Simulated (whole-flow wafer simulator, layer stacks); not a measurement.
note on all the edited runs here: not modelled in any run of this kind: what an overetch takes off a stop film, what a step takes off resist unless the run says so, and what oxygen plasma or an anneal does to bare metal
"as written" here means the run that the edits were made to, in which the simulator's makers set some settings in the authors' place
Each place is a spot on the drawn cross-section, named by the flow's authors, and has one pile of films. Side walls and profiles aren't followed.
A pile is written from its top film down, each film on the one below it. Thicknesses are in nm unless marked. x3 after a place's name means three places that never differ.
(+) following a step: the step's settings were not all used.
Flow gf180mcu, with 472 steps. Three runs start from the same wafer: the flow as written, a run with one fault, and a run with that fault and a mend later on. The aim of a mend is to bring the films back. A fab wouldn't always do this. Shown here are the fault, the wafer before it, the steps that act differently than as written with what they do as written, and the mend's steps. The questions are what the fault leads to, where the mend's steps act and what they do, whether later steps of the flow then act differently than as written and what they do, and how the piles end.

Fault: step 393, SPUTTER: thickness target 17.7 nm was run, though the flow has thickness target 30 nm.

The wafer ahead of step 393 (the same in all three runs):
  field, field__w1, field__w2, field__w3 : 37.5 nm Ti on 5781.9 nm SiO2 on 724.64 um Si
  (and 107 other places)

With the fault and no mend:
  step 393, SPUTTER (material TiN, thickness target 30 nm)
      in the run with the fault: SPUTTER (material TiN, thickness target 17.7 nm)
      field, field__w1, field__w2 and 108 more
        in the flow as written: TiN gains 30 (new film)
        in the run with the fault: TiN gains 17.7 (new film)
  Steps further on in the flow that do not act as written (1 other step is not shown; it differs only slightly, by no more than 2% or 0.5 nm, whichever is larger):
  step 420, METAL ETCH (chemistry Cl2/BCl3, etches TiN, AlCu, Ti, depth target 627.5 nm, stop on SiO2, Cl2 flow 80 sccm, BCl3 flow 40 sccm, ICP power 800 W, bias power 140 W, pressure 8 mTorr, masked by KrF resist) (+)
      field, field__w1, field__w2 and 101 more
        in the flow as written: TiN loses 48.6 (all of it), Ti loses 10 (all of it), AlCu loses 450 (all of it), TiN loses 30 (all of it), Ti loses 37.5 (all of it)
        in the run with the fault: TiN loses 48.6 (all of it), Ti loses 10 (all of it), AlCu loses 450 (all of it), TiN loses 17.7 (all of it), Ti loses 37.5 (all of it)
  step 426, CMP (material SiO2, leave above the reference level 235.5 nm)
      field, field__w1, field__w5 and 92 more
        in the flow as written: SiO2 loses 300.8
        in the run with the fault: SiO2 loses 313.1
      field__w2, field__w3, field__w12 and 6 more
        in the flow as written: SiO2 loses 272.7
        in the run with the fault: SiO2 loses 285.5
  At field__w4, field__w8, contact, m1, m1__w1, mim, mim_1p0, m1_nw, the piles at the end differ from the flow's by more than 2% or 0.5 nm, whichever is larger.
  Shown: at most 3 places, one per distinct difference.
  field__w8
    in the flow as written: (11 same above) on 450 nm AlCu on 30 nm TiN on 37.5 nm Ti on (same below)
    in the run with the fault: (11 same above) on 450 nm AlCu on 17.7 nm TiN on 37.5 nm Ti on (same below)
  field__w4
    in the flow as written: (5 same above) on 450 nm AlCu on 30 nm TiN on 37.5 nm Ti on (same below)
    in the run with the fault: (5 same above) on 450 nm AlCu on 17.7 nm TiN on 37.5 nm Ti on (same below)
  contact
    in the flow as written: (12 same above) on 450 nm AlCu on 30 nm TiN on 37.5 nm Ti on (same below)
    in the run with the fault: (12 same above) on 450 nm AlCu on 17.7 nm TiN on 37.5 nm Ti on (same below)

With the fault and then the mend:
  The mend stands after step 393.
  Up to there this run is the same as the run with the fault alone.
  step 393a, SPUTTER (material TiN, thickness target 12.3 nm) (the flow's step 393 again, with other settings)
      field, field__w1, field__w2 and 108 more
        TiN gains 12.3
  Later steps of the flow that are run all act as written at every place that is followed.
  By the end, the piles equal the flow's at every place that both follow.
